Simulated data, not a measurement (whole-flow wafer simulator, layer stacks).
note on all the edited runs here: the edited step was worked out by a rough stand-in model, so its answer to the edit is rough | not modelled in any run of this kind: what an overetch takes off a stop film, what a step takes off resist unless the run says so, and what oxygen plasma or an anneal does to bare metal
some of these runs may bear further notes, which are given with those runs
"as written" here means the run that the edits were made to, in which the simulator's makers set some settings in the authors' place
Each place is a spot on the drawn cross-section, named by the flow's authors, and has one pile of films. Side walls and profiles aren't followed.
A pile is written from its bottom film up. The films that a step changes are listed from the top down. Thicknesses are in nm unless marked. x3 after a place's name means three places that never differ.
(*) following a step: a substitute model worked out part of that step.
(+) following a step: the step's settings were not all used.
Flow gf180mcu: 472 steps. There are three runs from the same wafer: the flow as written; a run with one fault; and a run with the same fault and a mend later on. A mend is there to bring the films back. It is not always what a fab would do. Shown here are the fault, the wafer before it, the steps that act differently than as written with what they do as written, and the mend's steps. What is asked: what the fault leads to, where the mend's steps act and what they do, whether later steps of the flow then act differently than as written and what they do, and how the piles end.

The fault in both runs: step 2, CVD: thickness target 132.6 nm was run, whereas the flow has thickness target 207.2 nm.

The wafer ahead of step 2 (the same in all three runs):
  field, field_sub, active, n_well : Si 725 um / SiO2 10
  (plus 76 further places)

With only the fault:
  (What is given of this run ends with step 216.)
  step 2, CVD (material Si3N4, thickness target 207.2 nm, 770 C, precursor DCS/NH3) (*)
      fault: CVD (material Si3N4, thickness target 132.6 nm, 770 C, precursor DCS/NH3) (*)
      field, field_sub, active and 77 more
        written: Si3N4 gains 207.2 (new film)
        fault: Si3N4 gains 132.6 (new film)
  Later steps of the flow acting differently than as written (not shown: 11 more steps that differ only slightly, by at most 2% or 0.5 nm, whichever is larger):
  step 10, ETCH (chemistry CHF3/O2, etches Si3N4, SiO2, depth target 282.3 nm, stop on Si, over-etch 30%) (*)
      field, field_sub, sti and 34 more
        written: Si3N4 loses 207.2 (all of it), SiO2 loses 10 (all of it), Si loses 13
        fault: Si3N4 loses 132.6 (all of it), SiO2 loses 10 (all of it), Si loses 27.9
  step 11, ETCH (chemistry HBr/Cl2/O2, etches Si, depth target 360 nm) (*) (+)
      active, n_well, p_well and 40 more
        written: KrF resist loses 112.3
        fault: KrF resist loses 107.4
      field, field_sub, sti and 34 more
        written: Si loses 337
        fault: Si loses 322.1
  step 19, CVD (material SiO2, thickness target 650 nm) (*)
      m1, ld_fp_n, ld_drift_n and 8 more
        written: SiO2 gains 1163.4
        fault: SiO2 gains 1088.8
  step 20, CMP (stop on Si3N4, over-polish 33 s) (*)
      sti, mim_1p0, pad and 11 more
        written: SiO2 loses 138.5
        fault: SiO2 loses 213
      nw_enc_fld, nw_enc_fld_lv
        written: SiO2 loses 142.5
        fault: SiO2 loses 217.1
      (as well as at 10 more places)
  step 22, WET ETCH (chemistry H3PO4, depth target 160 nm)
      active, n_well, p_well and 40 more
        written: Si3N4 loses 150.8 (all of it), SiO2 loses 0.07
        fault: Si3N4 loses 76.2 (all of it), SiO2 loses 0.66
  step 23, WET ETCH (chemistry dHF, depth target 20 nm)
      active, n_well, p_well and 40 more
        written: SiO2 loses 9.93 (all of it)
        fault: SiO2 loses 9.34 (all of it)
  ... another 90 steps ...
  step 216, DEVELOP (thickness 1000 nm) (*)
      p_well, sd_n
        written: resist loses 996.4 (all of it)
        fault: resist loses 923.7 (all of it)
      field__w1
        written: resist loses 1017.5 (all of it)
        fault: resist loses 1052.9 (all of it)
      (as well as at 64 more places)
  Once step 216 is done, the piles at field, field__w1, field__w2 and 68 more depart from the flow's by more than 2% or 0.5 nm, whichever is larger.
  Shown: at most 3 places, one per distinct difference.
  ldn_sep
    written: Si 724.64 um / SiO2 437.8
    fault: Si 724.64 um / SiO2 363.8
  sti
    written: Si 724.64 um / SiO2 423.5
    fault: Si 724.64 um / SiO2 349.5
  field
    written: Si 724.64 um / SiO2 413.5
    fault: Si 724.63 um / SiO2 339.5

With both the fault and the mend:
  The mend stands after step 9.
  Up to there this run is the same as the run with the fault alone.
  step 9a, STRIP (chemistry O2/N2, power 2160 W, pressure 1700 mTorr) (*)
      active, n_well, p_well and 40 more
        KrF resist loses 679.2 (all of it)
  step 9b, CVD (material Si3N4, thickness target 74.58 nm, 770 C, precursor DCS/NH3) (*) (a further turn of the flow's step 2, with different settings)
      field, field_sub, active and 77 more
        Si3N4 gains 74.6
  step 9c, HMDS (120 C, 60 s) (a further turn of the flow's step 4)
      alters no film at any place that is followed
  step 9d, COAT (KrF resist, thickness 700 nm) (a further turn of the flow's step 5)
      field, field_sub, active and 77 more
        KrF resist gains 700 (new film)
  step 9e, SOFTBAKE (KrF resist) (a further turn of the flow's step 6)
      alters no film at any place that is followed
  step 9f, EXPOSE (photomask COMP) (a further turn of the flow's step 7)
      alters no film at any place that is followed
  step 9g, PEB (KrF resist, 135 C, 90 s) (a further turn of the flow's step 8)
      field, field_sub, active and 77 more
        KrF resist loses 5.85
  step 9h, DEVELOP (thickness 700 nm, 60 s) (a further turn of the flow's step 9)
      active, n_well, p_well and 40 more
        KrF resist loses 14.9
      field, field_sub, sti and 34 more
        KrF resist loses 694.2 (all of it)
  None of the later steps of the flow differs from how it acts as written, at any place that is followed, by more than 2% or 0.5 nm, whichever is larger.
  By the end, the piles equal the flow's at every place that both follow.
